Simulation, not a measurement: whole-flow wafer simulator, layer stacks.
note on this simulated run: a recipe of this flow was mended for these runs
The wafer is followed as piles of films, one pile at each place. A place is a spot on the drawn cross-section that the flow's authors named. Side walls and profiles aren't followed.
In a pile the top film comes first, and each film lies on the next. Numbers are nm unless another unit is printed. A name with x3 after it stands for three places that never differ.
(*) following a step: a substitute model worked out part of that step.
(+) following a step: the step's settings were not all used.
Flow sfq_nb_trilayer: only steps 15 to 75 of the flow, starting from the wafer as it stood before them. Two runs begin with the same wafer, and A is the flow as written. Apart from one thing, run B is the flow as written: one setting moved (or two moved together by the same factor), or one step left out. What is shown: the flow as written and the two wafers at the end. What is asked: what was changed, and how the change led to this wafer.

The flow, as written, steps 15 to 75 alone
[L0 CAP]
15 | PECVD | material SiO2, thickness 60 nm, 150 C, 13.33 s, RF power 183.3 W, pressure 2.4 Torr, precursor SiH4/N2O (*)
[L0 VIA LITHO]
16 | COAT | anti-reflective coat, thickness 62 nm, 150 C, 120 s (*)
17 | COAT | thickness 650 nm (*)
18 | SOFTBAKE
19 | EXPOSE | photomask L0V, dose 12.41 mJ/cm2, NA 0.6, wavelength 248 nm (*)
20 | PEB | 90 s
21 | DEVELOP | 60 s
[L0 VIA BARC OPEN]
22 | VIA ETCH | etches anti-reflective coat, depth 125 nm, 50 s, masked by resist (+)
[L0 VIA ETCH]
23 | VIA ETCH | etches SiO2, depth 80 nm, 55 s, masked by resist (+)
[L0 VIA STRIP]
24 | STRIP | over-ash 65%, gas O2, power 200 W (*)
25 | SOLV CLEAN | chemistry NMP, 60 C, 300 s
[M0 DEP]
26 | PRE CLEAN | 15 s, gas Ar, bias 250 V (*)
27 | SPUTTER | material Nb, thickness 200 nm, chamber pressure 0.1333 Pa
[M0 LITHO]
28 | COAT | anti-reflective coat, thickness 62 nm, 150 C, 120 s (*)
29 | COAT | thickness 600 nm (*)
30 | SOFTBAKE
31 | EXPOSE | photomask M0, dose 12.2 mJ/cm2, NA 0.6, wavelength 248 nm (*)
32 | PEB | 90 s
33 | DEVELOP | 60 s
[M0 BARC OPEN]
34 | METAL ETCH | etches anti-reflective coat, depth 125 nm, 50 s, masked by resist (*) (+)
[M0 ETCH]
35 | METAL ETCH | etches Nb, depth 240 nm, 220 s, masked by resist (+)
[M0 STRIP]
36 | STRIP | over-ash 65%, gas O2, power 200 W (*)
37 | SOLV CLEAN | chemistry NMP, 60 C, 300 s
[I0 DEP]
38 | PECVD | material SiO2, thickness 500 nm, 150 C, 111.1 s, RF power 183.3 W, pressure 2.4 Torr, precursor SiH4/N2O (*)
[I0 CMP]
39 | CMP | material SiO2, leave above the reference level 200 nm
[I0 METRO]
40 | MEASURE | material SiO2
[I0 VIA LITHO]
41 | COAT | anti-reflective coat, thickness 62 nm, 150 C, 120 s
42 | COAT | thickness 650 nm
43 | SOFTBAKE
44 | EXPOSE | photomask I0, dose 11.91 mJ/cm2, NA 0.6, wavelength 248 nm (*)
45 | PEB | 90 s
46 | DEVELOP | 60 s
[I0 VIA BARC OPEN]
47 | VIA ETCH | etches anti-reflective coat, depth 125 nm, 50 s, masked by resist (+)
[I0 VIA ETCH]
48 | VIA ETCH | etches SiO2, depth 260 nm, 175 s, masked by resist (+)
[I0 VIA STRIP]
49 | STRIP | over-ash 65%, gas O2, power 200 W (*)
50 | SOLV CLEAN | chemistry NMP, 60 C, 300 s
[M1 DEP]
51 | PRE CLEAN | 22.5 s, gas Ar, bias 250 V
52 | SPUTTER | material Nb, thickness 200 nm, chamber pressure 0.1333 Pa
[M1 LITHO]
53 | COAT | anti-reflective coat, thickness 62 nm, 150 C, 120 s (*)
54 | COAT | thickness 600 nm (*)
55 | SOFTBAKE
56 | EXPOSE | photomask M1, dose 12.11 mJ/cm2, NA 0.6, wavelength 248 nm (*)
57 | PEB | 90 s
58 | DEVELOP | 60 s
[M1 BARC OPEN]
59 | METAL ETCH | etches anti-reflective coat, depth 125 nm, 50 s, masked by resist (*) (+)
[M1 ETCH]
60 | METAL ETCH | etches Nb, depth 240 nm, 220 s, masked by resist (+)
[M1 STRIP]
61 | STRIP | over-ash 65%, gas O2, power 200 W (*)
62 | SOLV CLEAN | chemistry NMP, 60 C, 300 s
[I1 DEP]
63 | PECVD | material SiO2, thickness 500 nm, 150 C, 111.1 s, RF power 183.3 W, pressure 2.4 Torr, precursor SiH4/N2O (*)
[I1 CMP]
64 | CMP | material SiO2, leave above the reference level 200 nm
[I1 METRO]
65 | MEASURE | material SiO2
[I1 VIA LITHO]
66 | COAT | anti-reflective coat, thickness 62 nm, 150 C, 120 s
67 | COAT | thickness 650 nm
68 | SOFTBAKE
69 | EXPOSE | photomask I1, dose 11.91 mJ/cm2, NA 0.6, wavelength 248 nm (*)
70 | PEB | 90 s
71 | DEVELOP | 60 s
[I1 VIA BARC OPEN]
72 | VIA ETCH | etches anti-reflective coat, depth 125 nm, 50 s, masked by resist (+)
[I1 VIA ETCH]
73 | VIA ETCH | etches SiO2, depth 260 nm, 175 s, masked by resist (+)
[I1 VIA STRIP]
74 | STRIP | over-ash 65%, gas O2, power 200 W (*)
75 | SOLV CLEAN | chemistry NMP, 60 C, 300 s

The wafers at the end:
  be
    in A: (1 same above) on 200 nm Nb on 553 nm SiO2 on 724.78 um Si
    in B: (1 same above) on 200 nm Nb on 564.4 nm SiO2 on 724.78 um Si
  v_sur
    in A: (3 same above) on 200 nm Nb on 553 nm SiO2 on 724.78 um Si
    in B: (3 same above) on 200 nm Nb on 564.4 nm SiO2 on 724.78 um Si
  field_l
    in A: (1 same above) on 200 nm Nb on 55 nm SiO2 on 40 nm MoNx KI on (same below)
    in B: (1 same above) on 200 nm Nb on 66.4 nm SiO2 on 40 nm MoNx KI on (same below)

Cause: step 15, PECVD: RF power 293.3 W was run, though the flow has RF power 183.3 W.

The path from the change to this, step by step:
  15 | PECVD | material SiO2, thickness 60 nm, 150 C, 13.33 s, RF power 183.3 W, pressure 2.4 Torr, precursor SiH4/N2O (*)
      v_sur, via_wl, via_w and 97 more: A SiO2 gains 60 | B SiO2 gains 71.4
      field_l, l0_sur, l0v, l0r_line_l, l0r_line_c, l0r_line_r: A SiO2 gains 60 (new film) | B SiO2 gains 71.4 (new film)
  23 | VIA ETCH | etches SiO2, depth 80 nm, 55 s, masked by resist (+)
      l0v: A SiO2 loses 59.7 (all of it), MoNx KI loses 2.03 | B SiO2 loses 71.1 (all of it), MoNx KI loses 0.89
  28 | COAT | anti-reflective coat, thickness 62 nm, 150 C, 120 s (*)
      l0_sur: A anti-reflective coat gains 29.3 (new film) | B anti-reflective coat gains 26.1 (new film)
      l0v: A anti-reflective coat gains 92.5 (new film) | B anti-reflective coat gains 96.1 (new film)
  36 | STRIP | over-ash 65%, gas O2, power 200 W (*)
      l0_sur: A KrF-resist-other-grade loses 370 (all of it), anti-reflective coat loses 29.3 (all of it) | B KrF-resist-other-grade loses 371.3 (all of it), anti-reflective coat loses 26.1 (all of it)
      l0v: A KrF-resist-other-grade loses 374.1 (all of it), anti-reflective coat loses 92.5 (all of it) | B KrF-resist-other-grade loses 380.2 (all of it), anti-reflective coat loses 96.1 (all of it)
  39 | CMP | material SiO2, leave above the reference level 200 nm
      l0v: A SiO2 loses 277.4 | B SiO2 loses 265.3
